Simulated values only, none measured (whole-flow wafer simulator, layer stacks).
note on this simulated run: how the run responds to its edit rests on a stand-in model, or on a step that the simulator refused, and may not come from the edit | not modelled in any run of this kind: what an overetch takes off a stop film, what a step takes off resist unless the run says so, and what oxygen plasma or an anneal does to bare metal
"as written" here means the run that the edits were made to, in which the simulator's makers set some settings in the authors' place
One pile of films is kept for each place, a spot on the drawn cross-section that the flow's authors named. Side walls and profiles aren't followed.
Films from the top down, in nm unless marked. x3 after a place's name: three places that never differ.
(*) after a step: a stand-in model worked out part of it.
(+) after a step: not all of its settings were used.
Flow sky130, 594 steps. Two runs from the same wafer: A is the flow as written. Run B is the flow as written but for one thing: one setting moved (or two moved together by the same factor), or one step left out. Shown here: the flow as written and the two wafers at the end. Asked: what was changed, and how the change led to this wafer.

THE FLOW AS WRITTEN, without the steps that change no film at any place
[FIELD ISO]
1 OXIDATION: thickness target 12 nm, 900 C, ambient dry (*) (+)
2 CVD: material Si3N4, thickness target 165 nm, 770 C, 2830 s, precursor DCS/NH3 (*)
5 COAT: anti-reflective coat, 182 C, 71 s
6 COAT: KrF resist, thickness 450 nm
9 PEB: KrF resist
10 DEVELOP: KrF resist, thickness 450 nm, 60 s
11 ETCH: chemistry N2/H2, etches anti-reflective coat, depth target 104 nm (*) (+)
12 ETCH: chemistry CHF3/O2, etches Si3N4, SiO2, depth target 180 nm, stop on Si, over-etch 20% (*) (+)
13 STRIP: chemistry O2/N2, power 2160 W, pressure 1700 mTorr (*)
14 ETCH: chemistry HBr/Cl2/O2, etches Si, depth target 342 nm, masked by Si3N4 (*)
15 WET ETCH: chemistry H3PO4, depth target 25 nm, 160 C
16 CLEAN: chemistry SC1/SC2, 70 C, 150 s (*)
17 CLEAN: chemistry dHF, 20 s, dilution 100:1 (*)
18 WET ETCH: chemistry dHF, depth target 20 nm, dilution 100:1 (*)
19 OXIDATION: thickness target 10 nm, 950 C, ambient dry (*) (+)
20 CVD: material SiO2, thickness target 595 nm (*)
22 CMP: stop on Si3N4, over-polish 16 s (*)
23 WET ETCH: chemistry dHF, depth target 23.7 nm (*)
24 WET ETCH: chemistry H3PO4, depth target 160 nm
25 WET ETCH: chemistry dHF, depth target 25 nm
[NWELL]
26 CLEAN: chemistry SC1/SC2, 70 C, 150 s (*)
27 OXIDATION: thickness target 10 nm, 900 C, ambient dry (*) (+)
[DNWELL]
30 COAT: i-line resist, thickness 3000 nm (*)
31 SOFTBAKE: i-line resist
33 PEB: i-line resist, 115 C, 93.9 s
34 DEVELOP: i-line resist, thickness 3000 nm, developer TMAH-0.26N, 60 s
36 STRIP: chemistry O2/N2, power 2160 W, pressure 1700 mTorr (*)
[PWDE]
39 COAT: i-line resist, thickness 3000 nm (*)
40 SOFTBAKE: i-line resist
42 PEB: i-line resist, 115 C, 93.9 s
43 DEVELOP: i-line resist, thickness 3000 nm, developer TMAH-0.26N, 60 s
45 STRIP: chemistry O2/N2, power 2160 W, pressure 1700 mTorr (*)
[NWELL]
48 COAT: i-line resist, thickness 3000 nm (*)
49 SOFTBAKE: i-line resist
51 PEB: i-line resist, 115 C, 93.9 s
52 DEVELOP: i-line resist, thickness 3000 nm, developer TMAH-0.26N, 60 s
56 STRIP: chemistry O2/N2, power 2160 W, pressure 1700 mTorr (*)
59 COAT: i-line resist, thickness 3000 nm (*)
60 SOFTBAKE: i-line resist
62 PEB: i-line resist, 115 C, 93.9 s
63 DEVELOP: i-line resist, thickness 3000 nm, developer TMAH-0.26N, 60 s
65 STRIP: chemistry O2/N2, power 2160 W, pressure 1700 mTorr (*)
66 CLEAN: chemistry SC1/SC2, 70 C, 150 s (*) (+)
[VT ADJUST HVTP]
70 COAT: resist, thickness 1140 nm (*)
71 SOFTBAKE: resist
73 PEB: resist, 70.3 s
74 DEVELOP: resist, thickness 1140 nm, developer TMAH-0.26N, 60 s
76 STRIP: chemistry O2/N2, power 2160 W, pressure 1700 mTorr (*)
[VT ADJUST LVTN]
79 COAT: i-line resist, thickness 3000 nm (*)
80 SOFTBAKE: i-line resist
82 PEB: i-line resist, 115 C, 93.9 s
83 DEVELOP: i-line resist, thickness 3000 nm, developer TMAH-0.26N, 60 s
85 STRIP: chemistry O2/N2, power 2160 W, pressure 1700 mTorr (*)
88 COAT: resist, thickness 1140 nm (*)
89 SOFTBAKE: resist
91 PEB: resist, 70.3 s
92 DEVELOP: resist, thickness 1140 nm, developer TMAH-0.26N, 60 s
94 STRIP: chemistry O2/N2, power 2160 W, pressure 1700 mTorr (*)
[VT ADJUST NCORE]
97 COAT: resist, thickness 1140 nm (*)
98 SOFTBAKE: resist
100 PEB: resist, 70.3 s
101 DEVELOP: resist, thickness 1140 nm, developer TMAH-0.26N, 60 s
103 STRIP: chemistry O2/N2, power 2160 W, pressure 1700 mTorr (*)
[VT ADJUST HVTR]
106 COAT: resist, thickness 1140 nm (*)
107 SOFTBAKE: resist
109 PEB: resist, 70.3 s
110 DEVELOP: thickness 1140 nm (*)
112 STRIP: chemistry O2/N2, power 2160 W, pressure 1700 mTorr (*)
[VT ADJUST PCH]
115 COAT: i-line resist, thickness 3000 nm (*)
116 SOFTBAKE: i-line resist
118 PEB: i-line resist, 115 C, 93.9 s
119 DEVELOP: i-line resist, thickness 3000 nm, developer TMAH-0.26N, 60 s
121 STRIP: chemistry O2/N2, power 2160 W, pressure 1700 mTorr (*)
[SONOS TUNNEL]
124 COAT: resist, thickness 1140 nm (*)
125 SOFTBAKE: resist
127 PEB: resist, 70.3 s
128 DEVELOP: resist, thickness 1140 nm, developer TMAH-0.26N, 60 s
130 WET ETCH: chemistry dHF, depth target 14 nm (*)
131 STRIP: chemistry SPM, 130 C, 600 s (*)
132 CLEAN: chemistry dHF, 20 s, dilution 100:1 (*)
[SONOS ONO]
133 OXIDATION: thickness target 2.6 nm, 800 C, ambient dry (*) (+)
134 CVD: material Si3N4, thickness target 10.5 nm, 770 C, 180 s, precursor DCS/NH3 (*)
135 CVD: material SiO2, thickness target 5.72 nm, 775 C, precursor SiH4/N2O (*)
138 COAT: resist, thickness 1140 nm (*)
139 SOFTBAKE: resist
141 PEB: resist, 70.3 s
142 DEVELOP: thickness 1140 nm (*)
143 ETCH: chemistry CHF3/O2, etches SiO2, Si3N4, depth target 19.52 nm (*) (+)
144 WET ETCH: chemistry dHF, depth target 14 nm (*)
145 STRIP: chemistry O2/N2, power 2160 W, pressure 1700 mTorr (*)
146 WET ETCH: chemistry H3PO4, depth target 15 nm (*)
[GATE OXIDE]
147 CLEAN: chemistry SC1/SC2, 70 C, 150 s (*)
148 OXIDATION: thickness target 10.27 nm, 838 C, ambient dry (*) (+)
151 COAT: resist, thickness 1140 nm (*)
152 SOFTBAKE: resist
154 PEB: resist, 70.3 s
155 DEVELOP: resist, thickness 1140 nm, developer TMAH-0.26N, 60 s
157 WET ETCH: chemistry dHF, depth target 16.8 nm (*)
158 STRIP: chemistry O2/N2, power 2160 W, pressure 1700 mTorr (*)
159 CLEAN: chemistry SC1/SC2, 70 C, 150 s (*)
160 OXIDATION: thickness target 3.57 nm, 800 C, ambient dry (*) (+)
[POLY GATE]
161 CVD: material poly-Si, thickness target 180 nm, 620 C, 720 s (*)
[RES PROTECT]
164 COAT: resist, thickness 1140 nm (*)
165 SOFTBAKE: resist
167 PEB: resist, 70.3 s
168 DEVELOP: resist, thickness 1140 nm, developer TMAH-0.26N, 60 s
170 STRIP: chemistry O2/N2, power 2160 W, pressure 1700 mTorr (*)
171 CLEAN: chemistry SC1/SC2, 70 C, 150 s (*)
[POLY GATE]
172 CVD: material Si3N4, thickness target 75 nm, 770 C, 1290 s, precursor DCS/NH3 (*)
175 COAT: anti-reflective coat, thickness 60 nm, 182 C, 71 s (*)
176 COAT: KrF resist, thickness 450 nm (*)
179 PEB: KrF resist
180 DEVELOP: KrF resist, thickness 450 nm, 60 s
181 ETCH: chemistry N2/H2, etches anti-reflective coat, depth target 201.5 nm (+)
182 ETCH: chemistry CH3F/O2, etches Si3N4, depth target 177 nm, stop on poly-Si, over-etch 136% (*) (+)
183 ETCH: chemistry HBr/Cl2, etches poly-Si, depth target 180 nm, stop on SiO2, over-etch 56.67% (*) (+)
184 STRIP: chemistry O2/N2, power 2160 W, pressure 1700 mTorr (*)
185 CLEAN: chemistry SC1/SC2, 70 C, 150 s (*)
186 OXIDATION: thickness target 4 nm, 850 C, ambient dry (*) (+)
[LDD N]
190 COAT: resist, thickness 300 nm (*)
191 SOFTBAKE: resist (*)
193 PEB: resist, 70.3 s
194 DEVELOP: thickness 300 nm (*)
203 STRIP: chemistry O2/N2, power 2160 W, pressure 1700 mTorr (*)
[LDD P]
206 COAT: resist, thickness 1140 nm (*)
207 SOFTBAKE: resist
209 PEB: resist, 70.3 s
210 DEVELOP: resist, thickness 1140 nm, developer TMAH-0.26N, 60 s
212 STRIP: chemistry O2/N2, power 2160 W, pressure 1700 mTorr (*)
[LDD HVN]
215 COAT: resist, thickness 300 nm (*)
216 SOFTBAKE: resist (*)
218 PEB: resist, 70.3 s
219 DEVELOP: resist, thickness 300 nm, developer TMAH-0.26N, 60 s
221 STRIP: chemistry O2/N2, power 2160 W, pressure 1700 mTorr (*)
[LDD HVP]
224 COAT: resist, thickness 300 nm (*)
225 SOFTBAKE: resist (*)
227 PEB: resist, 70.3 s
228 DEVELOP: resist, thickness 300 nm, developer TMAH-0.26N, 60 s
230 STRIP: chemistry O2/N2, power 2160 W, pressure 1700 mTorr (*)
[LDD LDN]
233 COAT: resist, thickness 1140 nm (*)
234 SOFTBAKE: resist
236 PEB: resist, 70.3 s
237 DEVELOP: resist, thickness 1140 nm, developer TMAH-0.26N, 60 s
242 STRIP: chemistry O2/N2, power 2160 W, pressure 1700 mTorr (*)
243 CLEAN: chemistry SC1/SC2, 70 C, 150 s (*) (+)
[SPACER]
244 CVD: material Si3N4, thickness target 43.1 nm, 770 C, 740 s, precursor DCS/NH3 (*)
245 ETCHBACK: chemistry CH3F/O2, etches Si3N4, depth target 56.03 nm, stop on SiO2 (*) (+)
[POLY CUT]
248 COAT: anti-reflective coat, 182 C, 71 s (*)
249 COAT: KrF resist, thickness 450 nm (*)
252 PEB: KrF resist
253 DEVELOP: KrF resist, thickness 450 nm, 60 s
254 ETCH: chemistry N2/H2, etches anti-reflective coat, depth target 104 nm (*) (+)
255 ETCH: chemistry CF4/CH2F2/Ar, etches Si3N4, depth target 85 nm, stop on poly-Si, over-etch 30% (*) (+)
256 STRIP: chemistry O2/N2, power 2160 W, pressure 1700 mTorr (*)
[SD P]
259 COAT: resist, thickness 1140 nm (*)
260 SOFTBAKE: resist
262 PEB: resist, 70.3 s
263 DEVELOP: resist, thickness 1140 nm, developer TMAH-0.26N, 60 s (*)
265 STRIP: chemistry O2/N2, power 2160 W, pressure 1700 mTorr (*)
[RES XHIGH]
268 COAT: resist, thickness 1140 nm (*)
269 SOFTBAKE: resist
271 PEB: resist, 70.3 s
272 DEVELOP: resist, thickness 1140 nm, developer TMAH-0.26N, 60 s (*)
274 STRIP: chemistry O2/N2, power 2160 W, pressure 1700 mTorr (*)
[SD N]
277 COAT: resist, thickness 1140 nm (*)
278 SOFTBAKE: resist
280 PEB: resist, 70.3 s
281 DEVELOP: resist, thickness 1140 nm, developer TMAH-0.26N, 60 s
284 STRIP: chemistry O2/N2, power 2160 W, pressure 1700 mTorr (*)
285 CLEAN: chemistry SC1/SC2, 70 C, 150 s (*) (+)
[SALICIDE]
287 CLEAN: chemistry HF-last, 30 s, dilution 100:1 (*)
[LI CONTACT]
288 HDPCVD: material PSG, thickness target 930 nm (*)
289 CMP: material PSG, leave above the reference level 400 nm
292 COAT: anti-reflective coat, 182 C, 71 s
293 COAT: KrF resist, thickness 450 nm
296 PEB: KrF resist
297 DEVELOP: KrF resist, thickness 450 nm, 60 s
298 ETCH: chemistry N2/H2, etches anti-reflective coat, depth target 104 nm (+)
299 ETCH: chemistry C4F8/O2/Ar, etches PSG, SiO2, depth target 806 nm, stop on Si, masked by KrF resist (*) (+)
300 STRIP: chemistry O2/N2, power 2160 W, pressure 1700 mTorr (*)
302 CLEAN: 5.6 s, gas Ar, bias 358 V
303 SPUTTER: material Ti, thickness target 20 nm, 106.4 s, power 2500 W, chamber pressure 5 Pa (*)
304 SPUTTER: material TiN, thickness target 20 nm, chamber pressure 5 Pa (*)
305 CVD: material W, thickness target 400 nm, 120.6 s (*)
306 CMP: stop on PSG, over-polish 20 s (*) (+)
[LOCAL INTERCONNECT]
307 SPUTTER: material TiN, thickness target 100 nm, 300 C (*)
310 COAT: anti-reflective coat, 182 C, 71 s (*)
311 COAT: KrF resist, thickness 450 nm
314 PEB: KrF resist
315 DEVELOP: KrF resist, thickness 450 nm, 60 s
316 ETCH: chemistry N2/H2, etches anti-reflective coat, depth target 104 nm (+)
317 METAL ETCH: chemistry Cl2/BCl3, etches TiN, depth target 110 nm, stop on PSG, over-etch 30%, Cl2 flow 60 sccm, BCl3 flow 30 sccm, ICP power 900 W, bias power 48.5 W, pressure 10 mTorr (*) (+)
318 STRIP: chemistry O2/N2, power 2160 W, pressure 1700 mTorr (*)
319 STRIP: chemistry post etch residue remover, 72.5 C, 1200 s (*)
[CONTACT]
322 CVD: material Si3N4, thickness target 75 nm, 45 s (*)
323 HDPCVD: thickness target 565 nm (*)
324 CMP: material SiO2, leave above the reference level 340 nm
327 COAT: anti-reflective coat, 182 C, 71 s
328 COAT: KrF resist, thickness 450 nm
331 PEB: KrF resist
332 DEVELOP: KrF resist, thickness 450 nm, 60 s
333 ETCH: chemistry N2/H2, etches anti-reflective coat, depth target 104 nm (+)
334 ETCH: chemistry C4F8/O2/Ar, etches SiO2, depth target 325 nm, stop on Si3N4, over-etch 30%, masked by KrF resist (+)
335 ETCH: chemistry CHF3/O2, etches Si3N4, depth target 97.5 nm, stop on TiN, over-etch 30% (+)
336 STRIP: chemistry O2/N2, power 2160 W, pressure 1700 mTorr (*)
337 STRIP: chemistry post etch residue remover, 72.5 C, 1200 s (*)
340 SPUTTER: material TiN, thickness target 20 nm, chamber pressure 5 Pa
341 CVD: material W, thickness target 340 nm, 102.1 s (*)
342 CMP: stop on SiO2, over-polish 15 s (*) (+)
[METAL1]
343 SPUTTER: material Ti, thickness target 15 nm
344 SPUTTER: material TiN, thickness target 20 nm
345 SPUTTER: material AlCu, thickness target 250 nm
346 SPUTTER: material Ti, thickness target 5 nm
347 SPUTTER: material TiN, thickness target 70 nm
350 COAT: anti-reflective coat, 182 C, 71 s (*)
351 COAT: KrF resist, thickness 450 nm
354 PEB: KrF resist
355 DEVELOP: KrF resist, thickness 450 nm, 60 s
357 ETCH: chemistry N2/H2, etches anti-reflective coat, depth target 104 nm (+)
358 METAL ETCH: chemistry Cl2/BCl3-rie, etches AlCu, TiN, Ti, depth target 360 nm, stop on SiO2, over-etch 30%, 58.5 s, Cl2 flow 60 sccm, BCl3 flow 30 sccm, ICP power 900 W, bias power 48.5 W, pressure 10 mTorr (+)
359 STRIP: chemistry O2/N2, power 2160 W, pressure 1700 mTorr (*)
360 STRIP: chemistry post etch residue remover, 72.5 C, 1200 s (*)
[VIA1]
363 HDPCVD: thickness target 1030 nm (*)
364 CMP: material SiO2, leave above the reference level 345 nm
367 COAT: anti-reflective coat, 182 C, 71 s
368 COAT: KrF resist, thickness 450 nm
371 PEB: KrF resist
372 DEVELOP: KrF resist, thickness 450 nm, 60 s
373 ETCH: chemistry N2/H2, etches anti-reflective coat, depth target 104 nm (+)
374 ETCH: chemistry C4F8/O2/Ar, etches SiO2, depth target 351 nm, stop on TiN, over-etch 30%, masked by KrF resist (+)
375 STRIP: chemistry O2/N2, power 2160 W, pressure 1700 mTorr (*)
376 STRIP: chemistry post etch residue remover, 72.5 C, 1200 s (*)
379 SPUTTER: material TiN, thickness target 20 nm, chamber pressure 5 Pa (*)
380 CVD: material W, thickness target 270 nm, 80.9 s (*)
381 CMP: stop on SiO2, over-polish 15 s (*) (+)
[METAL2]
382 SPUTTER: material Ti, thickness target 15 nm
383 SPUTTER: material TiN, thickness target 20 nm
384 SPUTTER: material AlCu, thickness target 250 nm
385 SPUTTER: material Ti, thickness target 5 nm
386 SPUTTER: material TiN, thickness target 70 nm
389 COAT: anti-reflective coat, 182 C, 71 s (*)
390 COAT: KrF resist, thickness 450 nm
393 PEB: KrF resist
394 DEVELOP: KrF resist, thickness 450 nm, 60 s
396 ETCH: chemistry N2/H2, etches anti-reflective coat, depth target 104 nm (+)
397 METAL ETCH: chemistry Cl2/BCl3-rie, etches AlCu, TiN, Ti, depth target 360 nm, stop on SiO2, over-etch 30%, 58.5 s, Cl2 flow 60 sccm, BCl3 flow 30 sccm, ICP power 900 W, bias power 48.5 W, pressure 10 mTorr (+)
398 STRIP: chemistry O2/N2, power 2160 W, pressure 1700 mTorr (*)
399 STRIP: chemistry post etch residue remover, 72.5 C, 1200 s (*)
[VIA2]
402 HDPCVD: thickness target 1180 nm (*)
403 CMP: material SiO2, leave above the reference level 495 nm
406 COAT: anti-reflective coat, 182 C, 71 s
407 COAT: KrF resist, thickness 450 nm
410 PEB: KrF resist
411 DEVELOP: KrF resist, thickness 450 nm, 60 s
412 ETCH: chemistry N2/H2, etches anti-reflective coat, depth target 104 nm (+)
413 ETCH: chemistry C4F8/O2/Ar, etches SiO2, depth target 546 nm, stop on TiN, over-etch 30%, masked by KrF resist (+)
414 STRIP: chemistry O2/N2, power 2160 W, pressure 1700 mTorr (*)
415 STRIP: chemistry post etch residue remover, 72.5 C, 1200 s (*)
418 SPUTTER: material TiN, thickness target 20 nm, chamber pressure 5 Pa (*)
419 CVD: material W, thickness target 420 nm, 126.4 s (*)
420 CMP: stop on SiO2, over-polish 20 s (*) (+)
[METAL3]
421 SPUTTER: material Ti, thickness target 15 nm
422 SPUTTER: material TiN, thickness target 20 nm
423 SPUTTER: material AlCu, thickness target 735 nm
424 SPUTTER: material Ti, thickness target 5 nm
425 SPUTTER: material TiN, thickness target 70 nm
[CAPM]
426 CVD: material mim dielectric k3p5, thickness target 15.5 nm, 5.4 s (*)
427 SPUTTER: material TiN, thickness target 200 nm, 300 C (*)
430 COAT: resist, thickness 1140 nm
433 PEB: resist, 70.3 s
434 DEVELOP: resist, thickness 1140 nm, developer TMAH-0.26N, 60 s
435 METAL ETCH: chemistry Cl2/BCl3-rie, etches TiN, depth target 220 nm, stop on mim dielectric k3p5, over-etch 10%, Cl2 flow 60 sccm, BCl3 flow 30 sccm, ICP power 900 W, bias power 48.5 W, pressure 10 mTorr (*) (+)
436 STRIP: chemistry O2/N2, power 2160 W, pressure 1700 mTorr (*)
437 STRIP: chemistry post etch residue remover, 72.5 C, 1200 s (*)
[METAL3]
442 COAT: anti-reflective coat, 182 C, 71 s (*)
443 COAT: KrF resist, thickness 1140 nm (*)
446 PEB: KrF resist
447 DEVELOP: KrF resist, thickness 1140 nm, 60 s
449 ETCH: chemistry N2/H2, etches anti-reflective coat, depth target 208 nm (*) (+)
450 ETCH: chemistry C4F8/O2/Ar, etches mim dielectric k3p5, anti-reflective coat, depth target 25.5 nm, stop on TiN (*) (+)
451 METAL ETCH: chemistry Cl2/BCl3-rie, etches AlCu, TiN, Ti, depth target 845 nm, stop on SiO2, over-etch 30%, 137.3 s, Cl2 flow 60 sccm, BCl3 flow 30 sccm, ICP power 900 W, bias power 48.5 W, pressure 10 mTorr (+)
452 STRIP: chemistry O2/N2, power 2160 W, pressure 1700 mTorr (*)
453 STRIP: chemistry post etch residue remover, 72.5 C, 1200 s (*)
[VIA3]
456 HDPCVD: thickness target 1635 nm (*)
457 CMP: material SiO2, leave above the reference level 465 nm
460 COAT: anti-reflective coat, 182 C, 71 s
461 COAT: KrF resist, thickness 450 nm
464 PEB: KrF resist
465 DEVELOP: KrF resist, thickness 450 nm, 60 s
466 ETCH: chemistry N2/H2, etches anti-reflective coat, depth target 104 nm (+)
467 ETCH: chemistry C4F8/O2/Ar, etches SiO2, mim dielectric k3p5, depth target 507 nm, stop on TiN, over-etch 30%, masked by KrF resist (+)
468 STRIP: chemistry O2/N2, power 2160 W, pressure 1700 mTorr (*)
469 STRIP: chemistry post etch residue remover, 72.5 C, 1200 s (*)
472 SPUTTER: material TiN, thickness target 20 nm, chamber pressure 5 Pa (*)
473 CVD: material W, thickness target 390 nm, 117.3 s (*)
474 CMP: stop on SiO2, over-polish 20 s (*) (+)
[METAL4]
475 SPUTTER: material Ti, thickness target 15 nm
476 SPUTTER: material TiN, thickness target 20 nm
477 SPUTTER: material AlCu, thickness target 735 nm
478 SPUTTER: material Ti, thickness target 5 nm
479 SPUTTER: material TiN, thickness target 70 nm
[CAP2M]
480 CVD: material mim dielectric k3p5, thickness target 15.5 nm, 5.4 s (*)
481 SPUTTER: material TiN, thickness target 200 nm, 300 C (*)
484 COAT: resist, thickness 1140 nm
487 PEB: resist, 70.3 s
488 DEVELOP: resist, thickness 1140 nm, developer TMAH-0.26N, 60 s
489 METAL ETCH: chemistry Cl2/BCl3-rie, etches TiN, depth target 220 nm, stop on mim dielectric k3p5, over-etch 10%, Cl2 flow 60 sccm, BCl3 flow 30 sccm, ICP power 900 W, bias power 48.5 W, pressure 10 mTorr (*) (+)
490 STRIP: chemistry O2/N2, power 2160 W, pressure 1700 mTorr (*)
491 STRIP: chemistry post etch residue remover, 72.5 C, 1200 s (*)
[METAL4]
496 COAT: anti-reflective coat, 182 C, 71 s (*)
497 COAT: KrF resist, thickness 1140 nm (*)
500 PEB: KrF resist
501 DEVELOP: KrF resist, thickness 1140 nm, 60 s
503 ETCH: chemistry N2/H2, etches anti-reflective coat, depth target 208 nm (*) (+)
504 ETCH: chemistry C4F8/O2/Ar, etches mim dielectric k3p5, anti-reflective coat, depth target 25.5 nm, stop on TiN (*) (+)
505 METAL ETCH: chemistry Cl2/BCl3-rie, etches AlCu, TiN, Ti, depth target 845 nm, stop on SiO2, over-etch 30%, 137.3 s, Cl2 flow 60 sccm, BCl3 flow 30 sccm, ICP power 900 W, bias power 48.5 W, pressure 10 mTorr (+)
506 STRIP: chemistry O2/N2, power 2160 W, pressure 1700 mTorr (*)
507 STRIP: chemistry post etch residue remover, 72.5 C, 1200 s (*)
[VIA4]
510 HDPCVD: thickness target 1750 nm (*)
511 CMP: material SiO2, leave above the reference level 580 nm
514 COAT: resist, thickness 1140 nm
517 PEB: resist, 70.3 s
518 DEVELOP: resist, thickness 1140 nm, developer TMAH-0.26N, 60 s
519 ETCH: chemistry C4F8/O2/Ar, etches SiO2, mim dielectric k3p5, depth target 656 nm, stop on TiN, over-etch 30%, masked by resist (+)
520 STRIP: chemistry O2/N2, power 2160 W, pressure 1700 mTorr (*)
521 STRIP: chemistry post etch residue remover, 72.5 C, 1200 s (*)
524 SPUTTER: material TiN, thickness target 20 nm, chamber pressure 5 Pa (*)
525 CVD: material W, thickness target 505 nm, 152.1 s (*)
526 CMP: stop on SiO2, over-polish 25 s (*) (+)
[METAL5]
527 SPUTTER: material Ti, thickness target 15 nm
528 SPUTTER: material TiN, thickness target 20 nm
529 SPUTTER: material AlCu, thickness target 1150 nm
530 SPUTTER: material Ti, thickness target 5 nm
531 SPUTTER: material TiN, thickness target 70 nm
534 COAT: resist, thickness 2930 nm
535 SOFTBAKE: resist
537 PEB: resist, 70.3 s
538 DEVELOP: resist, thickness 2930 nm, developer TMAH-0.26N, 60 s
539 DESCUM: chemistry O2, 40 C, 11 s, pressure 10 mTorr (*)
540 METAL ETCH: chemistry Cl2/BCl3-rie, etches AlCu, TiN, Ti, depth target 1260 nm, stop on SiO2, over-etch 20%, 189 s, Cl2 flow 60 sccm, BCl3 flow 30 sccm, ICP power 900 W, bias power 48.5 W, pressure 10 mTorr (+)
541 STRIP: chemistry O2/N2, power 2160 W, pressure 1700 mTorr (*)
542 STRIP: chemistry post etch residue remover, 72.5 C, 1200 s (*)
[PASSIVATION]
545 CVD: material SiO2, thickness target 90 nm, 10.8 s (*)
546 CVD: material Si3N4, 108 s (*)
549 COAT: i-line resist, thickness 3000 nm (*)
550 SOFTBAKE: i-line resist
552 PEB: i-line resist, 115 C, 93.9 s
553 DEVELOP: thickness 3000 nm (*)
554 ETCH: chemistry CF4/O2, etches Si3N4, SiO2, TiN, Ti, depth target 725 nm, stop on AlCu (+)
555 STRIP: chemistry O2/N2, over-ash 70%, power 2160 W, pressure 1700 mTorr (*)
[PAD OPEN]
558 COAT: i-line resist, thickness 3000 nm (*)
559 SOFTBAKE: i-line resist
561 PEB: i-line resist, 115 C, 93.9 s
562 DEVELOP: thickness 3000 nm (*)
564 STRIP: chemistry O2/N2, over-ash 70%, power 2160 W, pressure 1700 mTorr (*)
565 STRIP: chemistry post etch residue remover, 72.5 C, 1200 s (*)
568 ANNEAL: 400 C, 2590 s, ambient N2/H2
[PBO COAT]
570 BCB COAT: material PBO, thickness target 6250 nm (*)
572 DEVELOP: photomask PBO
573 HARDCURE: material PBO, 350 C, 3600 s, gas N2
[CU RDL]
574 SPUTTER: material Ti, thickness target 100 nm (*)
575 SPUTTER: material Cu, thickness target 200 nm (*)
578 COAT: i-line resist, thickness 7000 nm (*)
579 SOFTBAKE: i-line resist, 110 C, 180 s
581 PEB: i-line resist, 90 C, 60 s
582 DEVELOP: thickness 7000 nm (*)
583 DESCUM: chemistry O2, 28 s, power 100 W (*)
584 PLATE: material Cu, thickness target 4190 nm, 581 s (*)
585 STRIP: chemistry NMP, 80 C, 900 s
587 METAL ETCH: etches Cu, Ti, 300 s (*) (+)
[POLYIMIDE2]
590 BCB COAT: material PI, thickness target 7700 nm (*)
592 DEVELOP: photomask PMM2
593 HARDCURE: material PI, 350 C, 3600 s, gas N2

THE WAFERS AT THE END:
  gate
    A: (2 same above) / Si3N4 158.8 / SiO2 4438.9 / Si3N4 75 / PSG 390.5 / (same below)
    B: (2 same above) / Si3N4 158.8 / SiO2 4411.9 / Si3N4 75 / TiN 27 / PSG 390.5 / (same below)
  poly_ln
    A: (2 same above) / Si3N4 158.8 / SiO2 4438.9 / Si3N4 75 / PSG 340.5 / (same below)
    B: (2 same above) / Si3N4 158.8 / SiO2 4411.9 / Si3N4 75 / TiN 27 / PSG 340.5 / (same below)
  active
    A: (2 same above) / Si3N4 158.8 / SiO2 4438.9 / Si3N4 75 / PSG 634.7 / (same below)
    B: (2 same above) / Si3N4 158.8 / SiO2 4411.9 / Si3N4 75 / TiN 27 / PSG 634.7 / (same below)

The cause: step 316, ETCH: depth target 42.6 nm was run, where the flow has depth target 104 nm.

How the change led to this, step by step:
  316 ETCH: chemistry N2/H2, etches anti-reflective coat, depth target 104 nm (+)
      field, active, gate and 87 more: A anti-reflective coat -80 (all of it), TiN -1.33 | B anti-reflective coat -42.6
      rpo_hd: A anti-reflective coat -80 (all of it), TiN -1.34 | B anti-reflective coat -42.6
      (and at 100 more places)
  317 METAL ETCH: chemistry Cl2/BCl3, etches TiN, depth target 110 nm, stop on PSG, over-etch 30%, Cl2 flow 60 sccm, BCl3 flow 30 sccm, ICP power 900 W, bias power 48.5 W, pressure 10 mTorr (*) (+)
      field, active, gate and 88 more: A TiN -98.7 (all of it) | B anti-reflective coat -37.4 (all of it), TiN -72.6
  318 STRIP: chemistry O2/N2, power 2160 W, pressure 1700 mTorr (*)
      n_well, p_well, gate_hv and 92 more: A KrF resist -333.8 (all of it), anti-reflective coat -80 (all of it) | B KrF resist -367.9 (all of it), anti-reflective coat -80 (all of it)
      poly_licon, ndiff_licon, ndiff_licon_cpp, rpo_hd_licon: A KrF resist -333.9 (all of it), anti-reflective coat -80.5 (all of it) | B KrF resist -368 (all of it), anti-reflective coat -80.5 (all of it)
      (and at 1 more place)
  324 CMP: material SiO2, leave above the reference level 340 nm
      field, active, gate and 88 more: A SiO2 -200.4 | B SiO2 -227.4
Counting metal films that touch as one body, gate has 1 body; the flow as written gives 0 bodies.
Counting metal films that touch as one body, poly_ln has 1 body; the flow as written gives 0 bodies.
Counting metal films that touch as one body, active has 1 body; the flow as written gives 0 bodies.
